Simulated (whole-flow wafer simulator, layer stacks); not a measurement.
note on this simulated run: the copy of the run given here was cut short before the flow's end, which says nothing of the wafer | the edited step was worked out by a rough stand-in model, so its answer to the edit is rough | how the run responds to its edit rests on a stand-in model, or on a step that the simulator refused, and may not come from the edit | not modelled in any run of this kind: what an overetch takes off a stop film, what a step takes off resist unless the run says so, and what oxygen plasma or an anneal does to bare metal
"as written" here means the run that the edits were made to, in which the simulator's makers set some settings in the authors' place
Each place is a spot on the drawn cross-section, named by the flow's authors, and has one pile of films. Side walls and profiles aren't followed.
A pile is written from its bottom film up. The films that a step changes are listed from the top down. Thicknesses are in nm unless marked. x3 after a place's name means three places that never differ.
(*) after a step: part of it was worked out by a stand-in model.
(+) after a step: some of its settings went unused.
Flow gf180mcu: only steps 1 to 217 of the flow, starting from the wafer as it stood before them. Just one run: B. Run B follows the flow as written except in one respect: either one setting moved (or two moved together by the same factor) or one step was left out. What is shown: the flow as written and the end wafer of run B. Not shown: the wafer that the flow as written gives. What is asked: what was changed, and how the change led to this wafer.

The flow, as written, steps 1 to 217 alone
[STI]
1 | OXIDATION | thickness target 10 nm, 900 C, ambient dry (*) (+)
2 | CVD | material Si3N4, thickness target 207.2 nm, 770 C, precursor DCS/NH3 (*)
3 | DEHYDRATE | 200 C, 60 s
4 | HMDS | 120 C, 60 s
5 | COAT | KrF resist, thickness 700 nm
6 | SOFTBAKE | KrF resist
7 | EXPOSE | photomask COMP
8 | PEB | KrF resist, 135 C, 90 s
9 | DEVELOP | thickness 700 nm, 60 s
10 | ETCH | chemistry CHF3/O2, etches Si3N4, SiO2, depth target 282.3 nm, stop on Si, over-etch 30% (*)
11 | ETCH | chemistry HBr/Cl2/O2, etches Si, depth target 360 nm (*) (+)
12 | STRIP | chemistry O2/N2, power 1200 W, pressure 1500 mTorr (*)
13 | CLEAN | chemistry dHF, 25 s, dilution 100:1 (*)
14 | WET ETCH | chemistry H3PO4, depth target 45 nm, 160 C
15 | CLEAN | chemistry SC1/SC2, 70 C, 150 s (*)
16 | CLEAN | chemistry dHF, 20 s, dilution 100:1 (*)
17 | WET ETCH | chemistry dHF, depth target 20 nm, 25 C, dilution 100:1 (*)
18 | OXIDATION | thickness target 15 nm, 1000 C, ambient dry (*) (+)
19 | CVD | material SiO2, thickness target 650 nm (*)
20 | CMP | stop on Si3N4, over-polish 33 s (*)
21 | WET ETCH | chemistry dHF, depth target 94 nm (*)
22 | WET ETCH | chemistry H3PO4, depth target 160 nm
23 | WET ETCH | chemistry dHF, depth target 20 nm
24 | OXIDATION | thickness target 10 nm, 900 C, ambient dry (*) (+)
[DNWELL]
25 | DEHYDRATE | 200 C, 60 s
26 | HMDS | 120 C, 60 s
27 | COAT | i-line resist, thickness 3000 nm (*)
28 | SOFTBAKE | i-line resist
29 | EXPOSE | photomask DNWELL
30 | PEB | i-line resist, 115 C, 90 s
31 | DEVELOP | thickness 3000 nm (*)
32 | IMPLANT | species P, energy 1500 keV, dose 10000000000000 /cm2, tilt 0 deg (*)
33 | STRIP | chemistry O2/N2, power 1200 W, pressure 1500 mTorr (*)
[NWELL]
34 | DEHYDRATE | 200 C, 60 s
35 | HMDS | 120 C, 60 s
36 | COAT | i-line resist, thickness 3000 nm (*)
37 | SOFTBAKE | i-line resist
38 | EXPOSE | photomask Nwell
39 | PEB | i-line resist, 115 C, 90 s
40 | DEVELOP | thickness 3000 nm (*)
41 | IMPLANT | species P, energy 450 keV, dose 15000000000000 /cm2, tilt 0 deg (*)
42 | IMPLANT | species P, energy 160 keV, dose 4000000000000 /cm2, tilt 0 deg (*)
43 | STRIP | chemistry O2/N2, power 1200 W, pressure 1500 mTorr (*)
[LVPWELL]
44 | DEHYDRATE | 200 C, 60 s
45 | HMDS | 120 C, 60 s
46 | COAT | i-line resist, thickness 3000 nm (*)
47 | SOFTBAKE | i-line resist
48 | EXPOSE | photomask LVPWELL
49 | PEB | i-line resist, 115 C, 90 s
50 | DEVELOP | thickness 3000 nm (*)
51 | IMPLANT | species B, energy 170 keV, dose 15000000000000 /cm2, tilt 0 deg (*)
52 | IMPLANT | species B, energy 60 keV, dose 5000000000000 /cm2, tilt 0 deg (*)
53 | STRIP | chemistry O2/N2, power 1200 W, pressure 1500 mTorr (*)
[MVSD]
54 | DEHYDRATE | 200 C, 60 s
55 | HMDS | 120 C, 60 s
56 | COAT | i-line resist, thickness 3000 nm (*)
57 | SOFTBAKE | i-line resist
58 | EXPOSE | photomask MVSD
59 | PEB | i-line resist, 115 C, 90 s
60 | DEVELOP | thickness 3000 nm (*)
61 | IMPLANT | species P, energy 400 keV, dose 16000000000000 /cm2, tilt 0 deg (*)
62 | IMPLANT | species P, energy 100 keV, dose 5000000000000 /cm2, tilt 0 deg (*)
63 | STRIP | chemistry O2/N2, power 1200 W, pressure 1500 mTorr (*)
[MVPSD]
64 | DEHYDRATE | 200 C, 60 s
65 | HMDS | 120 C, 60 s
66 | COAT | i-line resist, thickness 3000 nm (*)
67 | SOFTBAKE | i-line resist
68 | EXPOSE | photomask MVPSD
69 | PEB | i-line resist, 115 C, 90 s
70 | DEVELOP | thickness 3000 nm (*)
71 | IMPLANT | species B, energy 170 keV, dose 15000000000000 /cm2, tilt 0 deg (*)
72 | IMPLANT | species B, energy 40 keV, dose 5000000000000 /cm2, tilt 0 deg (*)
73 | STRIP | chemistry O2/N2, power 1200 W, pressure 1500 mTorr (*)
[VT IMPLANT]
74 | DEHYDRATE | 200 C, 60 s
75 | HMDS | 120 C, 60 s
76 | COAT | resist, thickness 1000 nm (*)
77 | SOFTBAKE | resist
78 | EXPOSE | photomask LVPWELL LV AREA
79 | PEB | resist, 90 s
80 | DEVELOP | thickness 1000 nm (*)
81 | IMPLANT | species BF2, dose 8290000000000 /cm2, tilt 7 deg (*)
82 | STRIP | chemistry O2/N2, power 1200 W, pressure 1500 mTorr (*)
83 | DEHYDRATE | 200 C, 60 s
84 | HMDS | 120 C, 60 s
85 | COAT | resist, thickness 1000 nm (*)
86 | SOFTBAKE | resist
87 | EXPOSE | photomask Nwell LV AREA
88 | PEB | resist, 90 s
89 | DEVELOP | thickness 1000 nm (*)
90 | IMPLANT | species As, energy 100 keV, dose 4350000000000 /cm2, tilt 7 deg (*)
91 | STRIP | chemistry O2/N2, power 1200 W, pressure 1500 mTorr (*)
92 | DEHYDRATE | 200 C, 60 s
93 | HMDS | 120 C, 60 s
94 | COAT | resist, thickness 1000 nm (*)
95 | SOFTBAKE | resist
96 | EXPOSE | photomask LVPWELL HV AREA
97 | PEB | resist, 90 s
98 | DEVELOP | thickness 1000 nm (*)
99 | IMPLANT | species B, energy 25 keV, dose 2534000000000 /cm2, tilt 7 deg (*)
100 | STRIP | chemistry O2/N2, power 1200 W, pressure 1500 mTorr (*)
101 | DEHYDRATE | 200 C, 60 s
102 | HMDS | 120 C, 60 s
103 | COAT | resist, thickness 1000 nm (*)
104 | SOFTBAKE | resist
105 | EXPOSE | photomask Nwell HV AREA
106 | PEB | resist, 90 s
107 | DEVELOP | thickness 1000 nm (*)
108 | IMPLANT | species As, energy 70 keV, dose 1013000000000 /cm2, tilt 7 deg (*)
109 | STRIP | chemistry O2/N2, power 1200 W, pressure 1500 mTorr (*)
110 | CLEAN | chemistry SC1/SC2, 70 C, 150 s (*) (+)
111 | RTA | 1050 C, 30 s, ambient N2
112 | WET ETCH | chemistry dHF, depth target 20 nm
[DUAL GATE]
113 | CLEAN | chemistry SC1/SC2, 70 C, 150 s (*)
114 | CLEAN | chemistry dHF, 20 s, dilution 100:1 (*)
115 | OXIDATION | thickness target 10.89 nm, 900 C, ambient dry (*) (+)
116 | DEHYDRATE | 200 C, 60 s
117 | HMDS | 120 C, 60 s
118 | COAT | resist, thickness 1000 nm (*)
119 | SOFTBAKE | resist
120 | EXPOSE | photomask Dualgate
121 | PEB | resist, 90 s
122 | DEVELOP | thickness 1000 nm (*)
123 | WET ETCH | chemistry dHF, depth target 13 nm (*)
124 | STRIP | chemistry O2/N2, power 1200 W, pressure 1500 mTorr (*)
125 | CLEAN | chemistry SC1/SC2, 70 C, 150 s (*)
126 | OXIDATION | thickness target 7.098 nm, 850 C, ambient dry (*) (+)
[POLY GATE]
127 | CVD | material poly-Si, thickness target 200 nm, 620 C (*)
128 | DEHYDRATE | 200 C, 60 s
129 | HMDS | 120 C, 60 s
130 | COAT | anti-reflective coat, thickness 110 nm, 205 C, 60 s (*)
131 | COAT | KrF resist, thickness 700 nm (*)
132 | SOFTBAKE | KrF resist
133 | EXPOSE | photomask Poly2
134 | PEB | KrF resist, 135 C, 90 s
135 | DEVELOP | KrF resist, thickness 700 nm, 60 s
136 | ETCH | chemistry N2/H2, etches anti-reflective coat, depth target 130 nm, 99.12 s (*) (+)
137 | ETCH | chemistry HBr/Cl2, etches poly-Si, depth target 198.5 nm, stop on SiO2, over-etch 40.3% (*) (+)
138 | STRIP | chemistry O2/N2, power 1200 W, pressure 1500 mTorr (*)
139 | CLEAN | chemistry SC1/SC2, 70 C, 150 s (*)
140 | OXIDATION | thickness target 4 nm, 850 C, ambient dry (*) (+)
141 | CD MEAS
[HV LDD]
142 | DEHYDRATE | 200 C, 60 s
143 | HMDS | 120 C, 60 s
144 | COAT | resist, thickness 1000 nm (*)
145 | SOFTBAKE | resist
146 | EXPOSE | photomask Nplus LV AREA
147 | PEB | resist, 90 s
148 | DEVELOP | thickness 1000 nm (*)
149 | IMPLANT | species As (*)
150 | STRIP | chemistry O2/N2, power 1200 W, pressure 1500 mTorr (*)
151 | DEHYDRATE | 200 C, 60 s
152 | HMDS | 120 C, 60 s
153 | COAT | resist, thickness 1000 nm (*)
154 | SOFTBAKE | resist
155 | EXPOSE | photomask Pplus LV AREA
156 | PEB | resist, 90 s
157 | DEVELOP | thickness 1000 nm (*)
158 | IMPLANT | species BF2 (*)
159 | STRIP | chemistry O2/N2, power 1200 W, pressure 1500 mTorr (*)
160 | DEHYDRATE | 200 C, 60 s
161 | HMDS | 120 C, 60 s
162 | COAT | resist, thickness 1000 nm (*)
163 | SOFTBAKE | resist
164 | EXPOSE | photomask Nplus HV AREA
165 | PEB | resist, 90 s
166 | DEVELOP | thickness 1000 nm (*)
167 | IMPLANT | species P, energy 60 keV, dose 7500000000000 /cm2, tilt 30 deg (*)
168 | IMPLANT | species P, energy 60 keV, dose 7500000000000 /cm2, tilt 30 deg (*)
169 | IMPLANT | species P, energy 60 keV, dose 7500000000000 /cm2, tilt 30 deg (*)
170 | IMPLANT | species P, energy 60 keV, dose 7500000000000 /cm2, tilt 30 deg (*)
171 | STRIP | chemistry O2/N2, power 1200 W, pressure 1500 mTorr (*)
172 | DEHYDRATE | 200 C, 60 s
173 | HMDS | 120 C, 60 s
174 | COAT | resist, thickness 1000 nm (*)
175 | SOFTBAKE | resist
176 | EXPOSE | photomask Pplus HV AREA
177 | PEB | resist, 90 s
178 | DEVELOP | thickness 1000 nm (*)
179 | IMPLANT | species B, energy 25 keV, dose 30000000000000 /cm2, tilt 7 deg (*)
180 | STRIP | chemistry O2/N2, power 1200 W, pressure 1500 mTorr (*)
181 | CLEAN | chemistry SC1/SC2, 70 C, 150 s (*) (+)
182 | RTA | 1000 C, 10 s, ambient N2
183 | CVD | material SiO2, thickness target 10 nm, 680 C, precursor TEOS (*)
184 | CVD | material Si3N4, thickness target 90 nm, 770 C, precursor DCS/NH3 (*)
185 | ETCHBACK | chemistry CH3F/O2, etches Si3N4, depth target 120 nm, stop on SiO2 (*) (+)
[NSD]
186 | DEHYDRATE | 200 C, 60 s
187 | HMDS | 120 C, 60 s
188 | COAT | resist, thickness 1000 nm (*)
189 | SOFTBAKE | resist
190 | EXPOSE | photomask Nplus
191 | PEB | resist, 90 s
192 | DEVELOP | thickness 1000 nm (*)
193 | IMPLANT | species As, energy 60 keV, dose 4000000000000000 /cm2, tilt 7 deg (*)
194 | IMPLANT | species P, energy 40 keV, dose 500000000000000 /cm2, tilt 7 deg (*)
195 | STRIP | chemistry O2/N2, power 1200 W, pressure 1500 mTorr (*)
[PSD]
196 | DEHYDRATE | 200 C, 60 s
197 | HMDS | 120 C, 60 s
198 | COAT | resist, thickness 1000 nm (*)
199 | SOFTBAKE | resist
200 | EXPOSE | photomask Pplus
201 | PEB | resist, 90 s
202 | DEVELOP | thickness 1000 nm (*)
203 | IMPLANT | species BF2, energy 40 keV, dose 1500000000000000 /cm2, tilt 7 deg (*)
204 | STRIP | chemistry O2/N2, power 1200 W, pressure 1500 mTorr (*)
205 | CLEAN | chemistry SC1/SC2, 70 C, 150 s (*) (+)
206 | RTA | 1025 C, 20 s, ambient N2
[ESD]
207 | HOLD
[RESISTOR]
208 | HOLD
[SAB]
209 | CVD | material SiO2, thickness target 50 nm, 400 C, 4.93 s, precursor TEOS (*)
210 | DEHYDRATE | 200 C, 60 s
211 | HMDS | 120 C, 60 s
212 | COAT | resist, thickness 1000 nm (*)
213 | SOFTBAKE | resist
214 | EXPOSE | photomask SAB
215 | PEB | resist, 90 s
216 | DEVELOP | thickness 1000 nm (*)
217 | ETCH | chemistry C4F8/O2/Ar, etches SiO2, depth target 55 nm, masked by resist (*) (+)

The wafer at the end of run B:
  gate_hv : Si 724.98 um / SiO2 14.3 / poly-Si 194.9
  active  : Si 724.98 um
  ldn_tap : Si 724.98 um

What caused this: step 209, CVD: 1.972 s was run, though the flow has 4.93 s.

Step by step, how the change led to this:
  209 | CVD | material SiO2, thickness target 50 nm, 400 C, 4.93 s, precursor TEOS (*)
      field, field__w7, field__w8 and 73 more: +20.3 SiO2 (as written it would have been: +50 SiO2)
      field_sub__w1, field_sub__w3, field_sub__w4, field_sub__w5, ld_drift_n, nplus_u: +19.9 SiO2 (as written it would have been: +48.9 SiO2)
      (also at 27 further places)
  217 | ETCH | chemistry C4F8/O2/Ar, etches SiO2, depth target 55 nm, masked by resist (*) (+)
      gate, gate_hv, gate_p and 23 more: -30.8 SiO2 (all of it), -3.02 poly-Si (as written it would have been: -55 SiO2)
      sd_p_hv, ldn_tap, ldn_src, ldn_drn, ldp_tap, ldp_src, ldp_drn, ldp_gr: -41.3 SiO2 (all of it), -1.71 Si (as written it would have been: -55 SiO2)
      (also at 16 further places)
